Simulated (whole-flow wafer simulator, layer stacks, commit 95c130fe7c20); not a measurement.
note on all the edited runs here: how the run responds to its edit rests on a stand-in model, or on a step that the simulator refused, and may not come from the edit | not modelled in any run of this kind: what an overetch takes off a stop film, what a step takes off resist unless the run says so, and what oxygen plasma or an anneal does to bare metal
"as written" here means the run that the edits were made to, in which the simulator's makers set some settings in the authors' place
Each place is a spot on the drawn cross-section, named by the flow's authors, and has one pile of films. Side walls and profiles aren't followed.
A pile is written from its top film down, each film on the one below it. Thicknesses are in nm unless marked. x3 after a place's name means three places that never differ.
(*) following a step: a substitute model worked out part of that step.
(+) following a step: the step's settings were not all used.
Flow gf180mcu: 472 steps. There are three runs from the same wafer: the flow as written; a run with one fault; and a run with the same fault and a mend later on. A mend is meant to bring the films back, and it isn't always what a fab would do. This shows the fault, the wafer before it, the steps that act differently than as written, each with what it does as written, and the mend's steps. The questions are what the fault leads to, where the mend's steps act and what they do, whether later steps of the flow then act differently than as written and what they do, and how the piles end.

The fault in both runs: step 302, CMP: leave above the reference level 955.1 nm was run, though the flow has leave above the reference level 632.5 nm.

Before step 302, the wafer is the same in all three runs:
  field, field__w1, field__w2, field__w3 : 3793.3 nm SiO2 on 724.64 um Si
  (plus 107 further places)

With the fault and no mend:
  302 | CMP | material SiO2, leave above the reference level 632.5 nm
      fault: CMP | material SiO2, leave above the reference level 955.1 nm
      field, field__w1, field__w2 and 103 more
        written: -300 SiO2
        fault: nothing
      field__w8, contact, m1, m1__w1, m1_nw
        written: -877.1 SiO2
        fault: -554.5 SiO2
  Steps further on in the flow that do not act as written (8 more steps, not shown, differ only slightly: by at most 2% or 0.5 nm, whichever is larger):
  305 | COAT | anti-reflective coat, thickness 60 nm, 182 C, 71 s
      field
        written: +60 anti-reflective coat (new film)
        fault: +68.9 anti-reflective coat (new film)
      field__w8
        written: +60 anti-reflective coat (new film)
        fault: +47 anti-reflective coat (new film)
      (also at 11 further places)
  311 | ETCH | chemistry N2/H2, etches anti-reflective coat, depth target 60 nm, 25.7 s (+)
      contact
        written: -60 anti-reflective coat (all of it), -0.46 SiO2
        fault: -47.2 anti-reflective coat (all of it), -0.79 SiO2
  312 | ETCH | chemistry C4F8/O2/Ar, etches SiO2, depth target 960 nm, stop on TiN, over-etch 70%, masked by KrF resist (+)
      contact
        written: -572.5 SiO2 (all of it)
        fault: -894.7 SiO2 (all of it)
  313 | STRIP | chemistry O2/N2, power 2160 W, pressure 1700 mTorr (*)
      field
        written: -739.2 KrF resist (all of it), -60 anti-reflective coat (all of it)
        fault: -734.6 KrF resist (all of it), -68.9 anti-reflective coat (all of it)
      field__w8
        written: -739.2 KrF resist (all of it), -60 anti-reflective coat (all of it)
        fault: -737.1 KrF resist (all of it), -47 anti-reflective coat (all of it)
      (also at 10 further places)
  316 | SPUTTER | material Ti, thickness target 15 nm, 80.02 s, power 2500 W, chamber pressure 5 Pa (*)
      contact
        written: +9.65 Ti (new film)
        fault: +8.11 Ti (new film)
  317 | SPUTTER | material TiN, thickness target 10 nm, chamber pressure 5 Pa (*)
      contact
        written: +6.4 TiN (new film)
        fault: +5.38 TiN (new film)
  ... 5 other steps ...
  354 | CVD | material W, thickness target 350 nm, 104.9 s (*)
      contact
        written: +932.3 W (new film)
        fault: +954.1 W (new film)
  At field, field__w1, field__w2 and 109 more, the piles at the end differ from the flow's by more than 2% or 0.5 nm, whichever is larger.
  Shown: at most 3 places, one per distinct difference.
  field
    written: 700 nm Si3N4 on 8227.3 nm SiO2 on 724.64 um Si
    fault: 700 nm Si3N4 on 8548.9 nm SiO2 on 724.64 um Si
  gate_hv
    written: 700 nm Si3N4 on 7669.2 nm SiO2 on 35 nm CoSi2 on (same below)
    fault: 700 nm Si3N4 on 7990.8 nm SiO2 on 35 nm CoSi2 on (same below)
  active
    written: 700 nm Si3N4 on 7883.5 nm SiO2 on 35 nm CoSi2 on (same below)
    fault: 700 nm Si3N4 on 8205.1 nm SiO2 on 35 nm CoSi2 on (same below)

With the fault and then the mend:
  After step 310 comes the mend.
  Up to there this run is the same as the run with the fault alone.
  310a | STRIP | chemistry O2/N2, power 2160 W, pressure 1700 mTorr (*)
      iso_ptap_pw, iso_ntap_nw, iso_nw_fld and 33 more
        -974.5 KrF resist (all of it), -60 anti-reflective coat (all of it)
      field__w6, field__w7, field__w10 and 25 more
        -974.7 KrF resist (all of it), -60.1 anti-reflective coat (all of it)
      field__w2, field__w3, field__w12 and 10 more
        -974.8 KrF resist (all of it), -60.1 anti-reflective coat (all of it)
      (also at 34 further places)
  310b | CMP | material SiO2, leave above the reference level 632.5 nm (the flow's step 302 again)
      field, field__w1, field__w2 and 103 more
        -300 SiO2
      field__w8, contact, m1, m1__w1, m1_nw
        -322.6 SiO2
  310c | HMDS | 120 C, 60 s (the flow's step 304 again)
      alters no film at any place that is followed
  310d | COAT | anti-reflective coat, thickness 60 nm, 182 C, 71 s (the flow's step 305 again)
      field, field__w1, field__w2 and 108 more
        +60 anti-reflective coat (new film)
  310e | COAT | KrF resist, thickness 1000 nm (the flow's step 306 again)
      field, field__w1, field__w2 and 108 more
        +1000 KrF resist (new film)
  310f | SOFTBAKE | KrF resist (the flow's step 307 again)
      alters no film at any place that is followed
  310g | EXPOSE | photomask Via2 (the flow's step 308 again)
      alters no film at any place that is followed
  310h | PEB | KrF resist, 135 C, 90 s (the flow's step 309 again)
      field, field__w1, field__w2 and 108 more
        -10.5 KrF resist
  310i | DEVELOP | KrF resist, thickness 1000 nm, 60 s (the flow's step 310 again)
      field, field__w1, field__w2 and 107 more
        -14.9 KrF resist
      contact
        -989.5 KrF resist (all of it)
  Later steps of the flow that are run all act as written at every place that is followed.
  At every place that both follow, the piles at the end match the flow's.
